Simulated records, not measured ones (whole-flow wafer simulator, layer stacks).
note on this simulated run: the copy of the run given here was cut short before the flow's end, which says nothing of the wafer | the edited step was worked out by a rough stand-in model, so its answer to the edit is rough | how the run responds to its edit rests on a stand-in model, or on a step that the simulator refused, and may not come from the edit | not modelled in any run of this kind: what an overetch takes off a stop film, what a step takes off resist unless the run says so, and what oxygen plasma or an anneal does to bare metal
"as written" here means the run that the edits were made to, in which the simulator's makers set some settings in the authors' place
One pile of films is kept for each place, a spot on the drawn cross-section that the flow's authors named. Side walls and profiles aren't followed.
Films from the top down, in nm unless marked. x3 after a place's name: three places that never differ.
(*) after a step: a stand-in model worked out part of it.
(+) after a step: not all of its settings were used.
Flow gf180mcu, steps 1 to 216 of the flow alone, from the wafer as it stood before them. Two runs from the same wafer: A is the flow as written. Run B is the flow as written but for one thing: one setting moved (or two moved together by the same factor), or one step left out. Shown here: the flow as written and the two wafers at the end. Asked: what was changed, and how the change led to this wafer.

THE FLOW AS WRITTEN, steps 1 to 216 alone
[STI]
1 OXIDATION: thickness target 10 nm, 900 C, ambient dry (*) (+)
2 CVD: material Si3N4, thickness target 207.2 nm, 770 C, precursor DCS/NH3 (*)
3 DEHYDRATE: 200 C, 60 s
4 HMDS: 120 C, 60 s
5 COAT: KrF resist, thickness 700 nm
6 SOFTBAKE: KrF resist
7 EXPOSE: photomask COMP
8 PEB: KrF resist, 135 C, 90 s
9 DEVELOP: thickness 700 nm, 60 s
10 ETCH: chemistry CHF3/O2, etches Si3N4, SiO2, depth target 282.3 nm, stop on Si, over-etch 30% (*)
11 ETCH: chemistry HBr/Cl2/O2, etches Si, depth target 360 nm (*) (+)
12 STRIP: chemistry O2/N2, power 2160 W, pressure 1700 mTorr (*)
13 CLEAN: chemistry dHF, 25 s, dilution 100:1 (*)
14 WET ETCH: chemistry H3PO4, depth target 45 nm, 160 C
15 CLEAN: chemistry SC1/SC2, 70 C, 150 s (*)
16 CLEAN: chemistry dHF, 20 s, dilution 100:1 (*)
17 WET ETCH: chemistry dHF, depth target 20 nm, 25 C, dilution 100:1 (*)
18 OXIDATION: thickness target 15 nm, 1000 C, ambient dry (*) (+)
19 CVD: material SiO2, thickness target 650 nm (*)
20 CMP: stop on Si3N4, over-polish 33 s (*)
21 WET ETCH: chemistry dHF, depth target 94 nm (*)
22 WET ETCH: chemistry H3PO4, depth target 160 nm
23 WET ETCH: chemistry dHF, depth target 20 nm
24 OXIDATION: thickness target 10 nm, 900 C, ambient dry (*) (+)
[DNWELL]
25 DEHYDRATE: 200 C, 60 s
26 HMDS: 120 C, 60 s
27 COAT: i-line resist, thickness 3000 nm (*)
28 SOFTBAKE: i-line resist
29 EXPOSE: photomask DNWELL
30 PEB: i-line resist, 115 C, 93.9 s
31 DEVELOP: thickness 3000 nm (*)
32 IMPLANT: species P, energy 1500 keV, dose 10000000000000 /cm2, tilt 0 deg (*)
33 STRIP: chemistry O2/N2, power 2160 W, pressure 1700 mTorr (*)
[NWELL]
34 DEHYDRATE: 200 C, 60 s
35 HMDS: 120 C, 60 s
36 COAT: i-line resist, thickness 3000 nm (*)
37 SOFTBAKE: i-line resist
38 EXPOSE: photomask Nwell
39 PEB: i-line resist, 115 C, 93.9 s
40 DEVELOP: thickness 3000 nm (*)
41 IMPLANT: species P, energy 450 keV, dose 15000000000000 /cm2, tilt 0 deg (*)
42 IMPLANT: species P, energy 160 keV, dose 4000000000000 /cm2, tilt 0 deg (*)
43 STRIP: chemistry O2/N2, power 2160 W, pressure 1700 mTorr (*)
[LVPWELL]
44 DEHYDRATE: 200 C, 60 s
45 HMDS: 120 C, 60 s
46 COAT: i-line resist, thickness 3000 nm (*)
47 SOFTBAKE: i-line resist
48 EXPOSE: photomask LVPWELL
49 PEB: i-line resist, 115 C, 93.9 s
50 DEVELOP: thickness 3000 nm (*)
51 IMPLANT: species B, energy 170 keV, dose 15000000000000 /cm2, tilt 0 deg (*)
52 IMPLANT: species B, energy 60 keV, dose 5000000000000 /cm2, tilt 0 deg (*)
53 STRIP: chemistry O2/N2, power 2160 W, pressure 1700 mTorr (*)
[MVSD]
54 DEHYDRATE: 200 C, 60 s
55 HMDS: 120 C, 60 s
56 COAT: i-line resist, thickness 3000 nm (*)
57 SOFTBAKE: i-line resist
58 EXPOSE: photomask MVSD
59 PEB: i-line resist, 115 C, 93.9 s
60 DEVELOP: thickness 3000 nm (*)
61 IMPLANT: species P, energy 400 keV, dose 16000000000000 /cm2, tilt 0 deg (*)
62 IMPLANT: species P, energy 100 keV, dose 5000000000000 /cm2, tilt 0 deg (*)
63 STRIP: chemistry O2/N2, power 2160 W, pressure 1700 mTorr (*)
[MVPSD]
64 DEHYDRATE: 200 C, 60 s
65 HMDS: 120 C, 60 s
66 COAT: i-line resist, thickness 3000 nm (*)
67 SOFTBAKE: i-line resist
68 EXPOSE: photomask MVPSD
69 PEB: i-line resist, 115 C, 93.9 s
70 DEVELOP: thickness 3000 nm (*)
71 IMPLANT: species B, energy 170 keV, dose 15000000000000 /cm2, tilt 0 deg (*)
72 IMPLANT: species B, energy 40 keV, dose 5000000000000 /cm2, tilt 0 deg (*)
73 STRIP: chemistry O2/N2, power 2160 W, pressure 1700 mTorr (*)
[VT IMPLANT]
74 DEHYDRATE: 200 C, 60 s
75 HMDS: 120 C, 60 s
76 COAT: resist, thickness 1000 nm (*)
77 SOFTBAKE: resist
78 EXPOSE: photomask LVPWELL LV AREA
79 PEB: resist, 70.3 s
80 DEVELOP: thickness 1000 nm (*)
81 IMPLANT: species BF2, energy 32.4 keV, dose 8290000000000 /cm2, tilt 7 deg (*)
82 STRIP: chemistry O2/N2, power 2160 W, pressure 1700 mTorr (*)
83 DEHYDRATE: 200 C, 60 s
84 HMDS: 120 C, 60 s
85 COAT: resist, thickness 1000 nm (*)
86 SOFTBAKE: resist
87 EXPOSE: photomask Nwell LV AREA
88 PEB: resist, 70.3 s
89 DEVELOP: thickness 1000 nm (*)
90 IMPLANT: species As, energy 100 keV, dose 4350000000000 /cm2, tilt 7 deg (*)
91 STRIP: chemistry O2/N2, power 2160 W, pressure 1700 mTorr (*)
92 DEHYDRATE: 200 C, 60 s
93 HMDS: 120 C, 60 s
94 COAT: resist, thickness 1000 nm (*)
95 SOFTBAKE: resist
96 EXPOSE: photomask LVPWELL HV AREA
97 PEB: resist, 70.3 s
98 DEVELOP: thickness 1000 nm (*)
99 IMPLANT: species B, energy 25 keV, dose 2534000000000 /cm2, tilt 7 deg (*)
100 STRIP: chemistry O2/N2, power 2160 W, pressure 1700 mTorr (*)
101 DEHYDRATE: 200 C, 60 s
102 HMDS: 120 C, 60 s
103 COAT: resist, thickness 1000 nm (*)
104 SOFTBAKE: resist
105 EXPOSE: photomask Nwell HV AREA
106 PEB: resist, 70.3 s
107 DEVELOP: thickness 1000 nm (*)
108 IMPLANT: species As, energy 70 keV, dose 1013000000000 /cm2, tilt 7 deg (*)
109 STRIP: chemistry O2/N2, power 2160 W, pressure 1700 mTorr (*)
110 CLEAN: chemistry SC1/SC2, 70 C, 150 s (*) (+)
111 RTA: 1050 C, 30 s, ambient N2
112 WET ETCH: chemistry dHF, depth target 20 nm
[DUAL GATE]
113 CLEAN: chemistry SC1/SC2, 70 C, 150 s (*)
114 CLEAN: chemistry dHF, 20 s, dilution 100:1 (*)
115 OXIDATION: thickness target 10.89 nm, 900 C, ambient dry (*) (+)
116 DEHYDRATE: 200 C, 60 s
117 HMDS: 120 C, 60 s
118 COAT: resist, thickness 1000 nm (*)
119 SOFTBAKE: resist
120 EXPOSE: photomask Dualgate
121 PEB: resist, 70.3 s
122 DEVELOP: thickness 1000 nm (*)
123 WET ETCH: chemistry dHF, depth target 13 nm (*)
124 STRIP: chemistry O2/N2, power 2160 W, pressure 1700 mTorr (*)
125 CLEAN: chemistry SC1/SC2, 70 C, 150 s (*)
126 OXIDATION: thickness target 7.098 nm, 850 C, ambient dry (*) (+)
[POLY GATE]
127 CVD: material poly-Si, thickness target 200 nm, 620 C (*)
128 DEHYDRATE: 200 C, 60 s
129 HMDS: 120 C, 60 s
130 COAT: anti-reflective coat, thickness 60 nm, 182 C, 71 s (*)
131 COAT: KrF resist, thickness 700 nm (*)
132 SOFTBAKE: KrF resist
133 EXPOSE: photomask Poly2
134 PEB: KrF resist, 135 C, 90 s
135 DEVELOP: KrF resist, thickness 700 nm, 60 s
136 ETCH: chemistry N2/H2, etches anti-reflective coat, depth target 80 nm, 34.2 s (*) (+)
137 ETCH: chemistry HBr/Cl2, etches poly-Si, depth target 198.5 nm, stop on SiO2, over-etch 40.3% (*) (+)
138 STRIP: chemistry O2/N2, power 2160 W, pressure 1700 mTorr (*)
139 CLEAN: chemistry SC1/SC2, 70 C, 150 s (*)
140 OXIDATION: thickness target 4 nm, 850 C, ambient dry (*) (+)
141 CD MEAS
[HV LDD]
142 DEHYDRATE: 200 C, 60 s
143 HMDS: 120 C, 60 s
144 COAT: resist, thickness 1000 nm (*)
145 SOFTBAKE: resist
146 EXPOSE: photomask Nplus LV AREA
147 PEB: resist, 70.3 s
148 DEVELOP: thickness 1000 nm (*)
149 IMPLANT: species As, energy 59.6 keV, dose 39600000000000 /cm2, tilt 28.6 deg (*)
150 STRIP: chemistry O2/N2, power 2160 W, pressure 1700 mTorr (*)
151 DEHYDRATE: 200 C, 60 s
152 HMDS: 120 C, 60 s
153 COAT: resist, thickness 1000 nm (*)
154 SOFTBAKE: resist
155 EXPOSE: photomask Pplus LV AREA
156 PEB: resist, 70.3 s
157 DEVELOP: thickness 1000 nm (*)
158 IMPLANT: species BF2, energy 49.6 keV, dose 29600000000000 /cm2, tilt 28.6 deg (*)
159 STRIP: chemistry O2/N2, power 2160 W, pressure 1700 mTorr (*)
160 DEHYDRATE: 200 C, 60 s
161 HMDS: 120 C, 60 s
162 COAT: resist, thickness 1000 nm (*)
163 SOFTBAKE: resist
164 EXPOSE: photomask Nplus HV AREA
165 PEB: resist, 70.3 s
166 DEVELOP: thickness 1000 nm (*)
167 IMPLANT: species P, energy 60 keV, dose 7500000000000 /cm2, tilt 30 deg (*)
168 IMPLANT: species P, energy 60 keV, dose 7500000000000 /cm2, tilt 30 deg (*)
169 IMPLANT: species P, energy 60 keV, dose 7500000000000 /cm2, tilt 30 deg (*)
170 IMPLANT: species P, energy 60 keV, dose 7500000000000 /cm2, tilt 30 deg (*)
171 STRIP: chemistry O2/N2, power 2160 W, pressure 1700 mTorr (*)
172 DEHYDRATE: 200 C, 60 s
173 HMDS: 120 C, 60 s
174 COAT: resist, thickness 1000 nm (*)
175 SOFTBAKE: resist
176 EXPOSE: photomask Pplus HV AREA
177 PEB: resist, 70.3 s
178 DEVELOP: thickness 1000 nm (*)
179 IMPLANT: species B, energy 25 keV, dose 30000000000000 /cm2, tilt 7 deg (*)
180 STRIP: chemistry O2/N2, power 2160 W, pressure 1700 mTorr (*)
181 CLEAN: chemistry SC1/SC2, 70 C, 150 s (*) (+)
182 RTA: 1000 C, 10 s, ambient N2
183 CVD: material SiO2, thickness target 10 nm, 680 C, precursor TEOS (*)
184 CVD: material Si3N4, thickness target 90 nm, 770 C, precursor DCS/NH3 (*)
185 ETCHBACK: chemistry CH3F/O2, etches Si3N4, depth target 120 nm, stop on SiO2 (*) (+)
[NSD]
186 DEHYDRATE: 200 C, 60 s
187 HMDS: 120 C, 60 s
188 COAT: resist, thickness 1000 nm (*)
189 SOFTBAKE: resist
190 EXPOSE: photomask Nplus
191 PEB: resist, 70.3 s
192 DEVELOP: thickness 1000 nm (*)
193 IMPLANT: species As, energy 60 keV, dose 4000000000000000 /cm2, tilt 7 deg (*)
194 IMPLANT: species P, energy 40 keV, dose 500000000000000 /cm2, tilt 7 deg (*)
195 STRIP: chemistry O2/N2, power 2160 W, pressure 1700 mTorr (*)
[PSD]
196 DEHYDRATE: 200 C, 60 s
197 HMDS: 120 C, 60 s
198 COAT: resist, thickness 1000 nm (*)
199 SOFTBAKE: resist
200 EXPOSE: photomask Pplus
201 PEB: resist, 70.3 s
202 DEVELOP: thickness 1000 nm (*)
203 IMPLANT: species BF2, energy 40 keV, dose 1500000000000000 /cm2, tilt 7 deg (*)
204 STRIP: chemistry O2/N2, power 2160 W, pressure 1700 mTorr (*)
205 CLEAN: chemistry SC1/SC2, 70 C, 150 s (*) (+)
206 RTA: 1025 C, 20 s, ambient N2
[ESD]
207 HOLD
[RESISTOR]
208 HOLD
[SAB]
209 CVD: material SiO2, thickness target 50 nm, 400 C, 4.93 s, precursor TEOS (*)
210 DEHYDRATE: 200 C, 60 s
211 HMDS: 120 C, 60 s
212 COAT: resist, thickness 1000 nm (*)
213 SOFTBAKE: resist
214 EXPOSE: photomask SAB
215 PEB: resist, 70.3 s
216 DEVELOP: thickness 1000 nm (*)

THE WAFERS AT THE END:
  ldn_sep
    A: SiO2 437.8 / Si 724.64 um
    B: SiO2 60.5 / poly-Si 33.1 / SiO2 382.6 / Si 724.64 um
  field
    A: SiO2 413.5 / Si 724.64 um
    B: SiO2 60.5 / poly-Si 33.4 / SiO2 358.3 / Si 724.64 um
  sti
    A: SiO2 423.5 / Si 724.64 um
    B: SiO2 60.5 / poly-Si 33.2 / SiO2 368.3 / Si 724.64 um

The cause: step 127, CVD: thickness target 315 nm was run, where the flow has thickness target 200 nm.

How the change led to this, step by step:
  127 CVD: material poly-Si, thickness target 200 nm, 620 C (*)
      field, field__w1, field__w2 and 87 more: A poly-Si +200 (new film) | B poly-Si +315 (new film)
      ldn_drn, ldp_drn: A poly-Si +200 (new film) | B poly-Si +315.6 (new film)
  137 ETCH: chemistry HBr/Cl2, etches poly-Si, depth target 198.5 nm, stop on SiO2, over-etch 40.3% (*) (+)
      field__w3, field__w12, field_sub and 14 more: A poly-Si -199 (all of it), SiO2 -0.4 | B poly-Si -278.5
      field__w6, sti, m1 and 11 more: A poly-Si -198.8 (all of it), SiO2 -0.4 | B poly-Si -278.5
      (and at 33 more places)
  138 STRIP: chemistry O2/N2, power 2160 W, pressure 1700 mTorr (*)
      field, field__w1, field__w2 and 61 more: A nothing | B chemical SiO2 +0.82 (new film), poly-Si -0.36
  139 CLEAN: chemistry SC1/SC2, 70 C, 150 s (*)
      field, field__w1, field__w2 and 34 more: A SiO2 -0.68 | B chemical SiO2 -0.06, poly-Si -0.27
  140 OXIDATION: thickness target 4 nm, 850 C, ambient dry (*) (+)
      field, field__w1, field__w2 and 21 more: A SiO2 +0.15, Si -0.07 | B SiO2 +4 (new film), chemical SiO2 -0.76 (all of it), poly-Si -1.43
      active_hv, active_nat, ld_sd_n and 11 more: A SiO2 +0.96, Si -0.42 | B SiO2 +4 (new film), chemical SiO2 -0.76 (all of it), poly-Si -1.43
      (and at 26 more places)
  144 COAT: resist, thickness 1000 nm (*)
      polyc_n, polyc_p: A resist +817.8 (new film) | B resist +753.9 (new film)
      field_sub__w4: A resist +1047.7 (new film) | B resist +1070.5 (new film)
      (and at 30 more places)
  145 SOFTBAKE: resist
      active_hv: A resist +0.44 | B resist -1.47
      nw_enc_fld_lv__w3: A resist +2.63 | B resist -1.65
      (and at 73 more places)
  147 PEB: resist, 70.3 s
      polyc_n, polyc_n_rim, polyc_p, polyc_p_rim: A resist -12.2 | B resist -11
      ldn_ch, ldn_acc, ldp_ch, ldp_acc: A resist -13 | B resist -11.9
      (and at 27 more places)
  148 DEVELOP: thickness 1000 nm (*)
      gate: A resist -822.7 (all of it) | B resist -758.4 (all of it)
      npoly_u: A resist -821.5 (all of it) | B resist -759.2 (all of it)
      (and at 3 more places)
  150 STRIP: chemistry O2/N2, power 2160 W, pressure 1700 mTorr (*)
      field_sub__w4: A resist -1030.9 (all of it) | B resist -1053.3 (all of it)
      gate_hv: A resist -824.2 (all of it) | B resist -763.6 (all of it)
      (and at 25 more places)
  153 COAT: resist, thickness 1000 nm (*)
      polyc_n, polyc_p: A resist +817.8 (new film) | B resist +753.9 (new film)
      field_sub__w4: A resist +1047.7 (new film) | B resist +1070.5 (new film)
      (and at 30 more places)
  154 SOFTBAKE: resist
      active_hv: A resist +0.44 | B resist -1.47
      nw_enc_fld_lv__w3: A resist +2.63 | B resist -1.65
      (and at 73 more places)
  156 PEB: resist, 70.3 s
      polyc_n, polyc_n_rim, polyc_p, polyc_p_rim: A resist -12.2 | B resist -11
      ldn_ch, ldn_acc, ldp_ch, ldp_acc: A resist -13 | B resist -11.9
      (and at 27 more places)
  157 DEVELOP: thickness 1000 nm (*)
      gate_p: A resist -828.7 (all of it) | B resist -765.8 (all of it)
      ppoly_u: A resist -827 (all of it) | B resist -767 (all of it)
      (and at 3 more places)
  159 STRIP: chemistry O2/N2, power 2160 W, pressure 1700 mTorr (*)
      field_sub__w4: A resist -1030.9 (all of it) | B resist -1053.3 (all of it)
      gate: A resist -822.7 (all of it) | B resist -758.4 (all of it)
      (and at 25 more places)
  162 COAT: resist, thickness 1000 nm (*)
      polyc_n, polyc_p: A resist +817.8 (new film) | B resist +753.9 (new film)
      field_sub__w4: A resist +1047.7 (new film) | B resist +1070.5 (new film)
      (and at 30 more places)
  ... 23 more steps ...
  216 DEVELOP: thickness 1000 nm (*)
      field__w3, field__w12: A resist -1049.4 (all of it) | B resist -1072.8 (all of it)
      field__w2: A resist -1035.2 (all of it) | B resist -1059 (all of it)
      (and at 43 more places)
